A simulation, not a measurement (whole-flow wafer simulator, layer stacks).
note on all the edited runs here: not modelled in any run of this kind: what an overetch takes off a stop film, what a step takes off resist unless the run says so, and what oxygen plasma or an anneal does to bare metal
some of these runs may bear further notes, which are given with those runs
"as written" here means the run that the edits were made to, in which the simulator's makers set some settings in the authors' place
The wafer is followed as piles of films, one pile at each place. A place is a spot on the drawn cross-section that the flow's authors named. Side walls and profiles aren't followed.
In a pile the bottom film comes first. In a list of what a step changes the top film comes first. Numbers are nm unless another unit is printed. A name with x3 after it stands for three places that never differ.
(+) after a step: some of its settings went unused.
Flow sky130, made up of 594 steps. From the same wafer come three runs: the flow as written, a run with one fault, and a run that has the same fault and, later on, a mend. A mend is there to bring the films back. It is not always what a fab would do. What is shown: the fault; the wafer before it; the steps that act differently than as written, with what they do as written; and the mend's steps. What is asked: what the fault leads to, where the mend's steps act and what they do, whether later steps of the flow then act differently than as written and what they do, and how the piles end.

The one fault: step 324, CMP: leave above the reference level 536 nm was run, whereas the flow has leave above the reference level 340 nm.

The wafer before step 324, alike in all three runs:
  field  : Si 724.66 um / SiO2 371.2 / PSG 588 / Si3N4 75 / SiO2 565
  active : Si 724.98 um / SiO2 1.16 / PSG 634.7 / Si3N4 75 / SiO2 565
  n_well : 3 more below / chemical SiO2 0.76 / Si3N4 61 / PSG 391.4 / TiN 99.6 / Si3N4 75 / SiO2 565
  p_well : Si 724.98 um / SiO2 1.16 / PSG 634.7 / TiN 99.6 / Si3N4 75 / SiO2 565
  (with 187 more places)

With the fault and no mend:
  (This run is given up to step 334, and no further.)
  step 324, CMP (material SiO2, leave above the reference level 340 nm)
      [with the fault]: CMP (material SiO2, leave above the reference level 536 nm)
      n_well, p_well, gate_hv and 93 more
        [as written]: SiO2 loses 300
        [with the fault]: SiO2 loses 104
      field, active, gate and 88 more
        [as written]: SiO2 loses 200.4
        [with the fault]: SiO2 loses 4.42
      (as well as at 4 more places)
  Steps later in the flow that act otherwise than as written:
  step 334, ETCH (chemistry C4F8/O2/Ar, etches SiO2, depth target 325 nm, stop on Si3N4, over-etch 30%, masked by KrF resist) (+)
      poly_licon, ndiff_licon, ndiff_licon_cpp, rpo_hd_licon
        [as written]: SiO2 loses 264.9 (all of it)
        [with the fault]: SiO2 loses 325
  Once step 334 is done, the piles at field, active, n_well and 188 more depart from the flow's by more than 2% or 0.5 nm, whichever is larger.
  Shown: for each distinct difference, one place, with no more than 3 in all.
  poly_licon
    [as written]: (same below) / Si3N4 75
    [with the fault]: (same below) / Si3N4 75 / SiO2 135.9
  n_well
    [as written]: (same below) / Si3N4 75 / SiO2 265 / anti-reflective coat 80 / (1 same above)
    [with the fault]: (same below) / Si3N4 75 / SiO2 461 / anti-reflective coat 80 / (1 same above)
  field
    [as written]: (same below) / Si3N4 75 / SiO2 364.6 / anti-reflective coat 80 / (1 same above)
    [with the fault]: (same below) / Si3N4 75 / SiO2 560.6 / anti-reflective coat 80 / (1 same above)

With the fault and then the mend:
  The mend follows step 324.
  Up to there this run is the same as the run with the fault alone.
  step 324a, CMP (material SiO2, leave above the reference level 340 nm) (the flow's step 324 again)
      field, active, n_well and 188 more
        SiO2 loses 196
  None of the later steps of the flow acts differently than as written at any place that is followed.
  At every place that both follow, the piles at the end match the flow's.
